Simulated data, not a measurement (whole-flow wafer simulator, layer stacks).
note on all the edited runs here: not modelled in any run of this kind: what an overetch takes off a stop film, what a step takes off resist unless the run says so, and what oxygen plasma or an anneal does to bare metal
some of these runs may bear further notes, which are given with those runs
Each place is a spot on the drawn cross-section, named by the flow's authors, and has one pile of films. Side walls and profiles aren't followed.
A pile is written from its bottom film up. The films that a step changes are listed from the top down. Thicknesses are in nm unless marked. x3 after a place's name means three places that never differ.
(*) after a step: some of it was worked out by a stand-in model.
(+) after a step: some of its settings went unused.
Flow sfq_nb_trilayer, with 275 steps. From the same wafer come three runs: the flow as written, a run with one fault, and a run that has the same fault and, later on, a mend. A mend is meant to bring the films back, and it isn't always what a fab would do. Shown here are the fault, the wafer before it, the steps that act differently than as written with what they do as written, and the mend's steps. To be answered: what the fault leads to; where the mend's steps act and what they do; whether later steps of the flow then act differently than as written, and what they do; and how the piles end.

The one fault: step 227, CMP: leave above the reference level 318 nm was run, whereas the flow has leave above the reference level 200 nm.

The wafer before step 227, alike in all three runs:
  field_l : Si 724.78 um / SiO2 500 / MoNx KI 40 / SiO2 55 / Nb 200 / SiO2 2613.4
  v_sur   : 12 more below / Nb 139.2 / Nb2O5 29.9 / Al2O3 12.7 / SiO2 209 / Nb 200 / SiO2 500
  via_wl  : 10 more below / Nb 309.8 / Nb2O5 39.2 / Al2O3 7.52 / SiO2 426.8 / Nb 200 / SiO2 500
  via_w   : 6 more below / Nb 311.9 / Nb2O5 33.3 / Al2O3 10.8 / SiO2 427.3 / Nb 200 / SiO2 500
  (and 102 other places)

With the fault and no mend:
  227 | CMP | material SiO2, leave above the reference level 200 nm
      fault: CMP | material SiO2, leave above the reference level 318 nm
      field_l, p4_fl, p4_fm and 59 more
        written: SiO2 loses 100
        fault: nothing
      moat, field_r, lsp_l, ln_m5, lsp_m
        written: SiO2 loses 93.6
        fault: nothing
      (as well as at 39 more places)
  Later steps of the flow acting differently than as written (6 more steps, not shown, differ only slightly: by at most 2% or 0.5 nm, whichever is larger):
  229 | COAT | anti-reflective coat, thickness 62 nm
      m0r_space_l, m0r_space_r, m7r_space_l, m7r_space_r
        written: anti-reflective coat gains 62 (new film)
        fault: anti-reflective coat gains 64.7 (new film)
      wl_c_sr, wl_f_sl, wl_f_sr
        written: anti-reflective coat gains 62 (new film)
        fault: anti-reflective coat gains 64.6 (new film)
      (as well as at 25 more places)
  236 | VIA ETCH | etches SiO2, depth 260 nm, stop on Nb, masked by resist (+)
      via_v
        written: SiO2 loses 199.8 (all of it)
        fault: SiO2 loses 260
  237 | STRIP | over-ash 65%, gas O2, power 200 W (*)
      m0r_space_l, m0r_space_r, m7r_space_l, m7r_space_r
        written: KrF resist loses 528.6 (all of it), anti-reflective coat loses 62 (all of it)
        fault: KrF resist loses 531.2 (all of it), anti-reflective coat loses 64.7 (all of it)
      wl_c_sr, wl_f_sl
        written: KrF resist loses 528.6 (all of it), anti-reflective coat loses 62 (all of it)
        fault: KrF resist loses 530.8 (all of it), anti-reflective coat loses 64.6 (all of it)
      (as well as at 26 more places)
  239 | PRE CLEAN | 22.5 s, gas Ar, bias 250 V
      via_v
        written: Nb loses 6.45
        fault: SiO2 loses 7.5
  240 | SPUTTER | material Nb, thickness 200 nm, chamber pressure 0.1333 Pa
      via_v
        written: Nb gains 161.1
        fault: Nb gains 146.9 (new film)
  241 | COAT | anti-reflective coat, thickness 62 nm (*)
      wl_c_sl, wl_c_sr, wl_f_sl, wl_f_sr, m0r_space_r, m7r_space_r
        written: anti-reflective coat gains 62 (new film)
        fault: anti-reflective coat gains 64.3 (new film)
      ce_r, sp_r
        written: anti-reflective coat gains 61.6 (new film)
        fault: anti-reflective coat gains 60.3 (new film)
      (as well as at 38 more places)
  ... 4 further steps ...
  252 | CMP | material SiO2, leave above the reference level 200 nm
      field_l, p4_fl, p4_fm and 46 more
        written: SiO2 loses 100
        fault: SiO2 loses 82
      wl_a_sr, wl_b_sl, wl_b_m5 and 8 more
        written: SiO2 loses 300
        fault: SiO2 loses 282
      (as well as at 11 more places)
  The piles end different from the flow's at field_l, v_sur, via_wl and 103 more by more than 2% or 0.5 nm, whichever is larger.
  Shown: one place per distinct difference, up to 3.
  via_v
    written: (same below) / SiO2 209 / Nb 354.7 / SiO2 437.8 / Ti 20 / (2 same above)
    fault: (same below) / SiO2 209 / Nb 200 / SiO2 50.3 / Nb 146.9 / SiO2 513.3 / Ti 20 / (2 same above)
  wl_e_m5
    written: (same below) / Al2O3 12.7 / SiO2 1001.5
    fault: (same below) / Al2O3 12.7 / SiO2 1119.5
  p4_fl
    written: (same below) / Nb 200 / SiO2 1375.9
    fault: (same below) / Nb 200 / SiO2 1493.9

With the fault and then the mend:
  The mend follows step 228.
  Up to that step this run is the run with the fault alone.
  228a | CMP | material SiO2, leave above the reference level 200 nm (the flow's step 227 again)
      field_l, p4_fl, p4_fm and 59 more
        SiO2 loses 100
      v_sur, via_wl, via_w and 33 more
        SiO2 loses 118
      moat, field_r, lsp_l, ln_m5, lsp_m
        SiO2 loses 93.6
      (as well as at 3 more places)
  Every later step of the flow that is run acts as written at every place that is followed.
  By the end, the piles equal the flow's at every place that both follow.
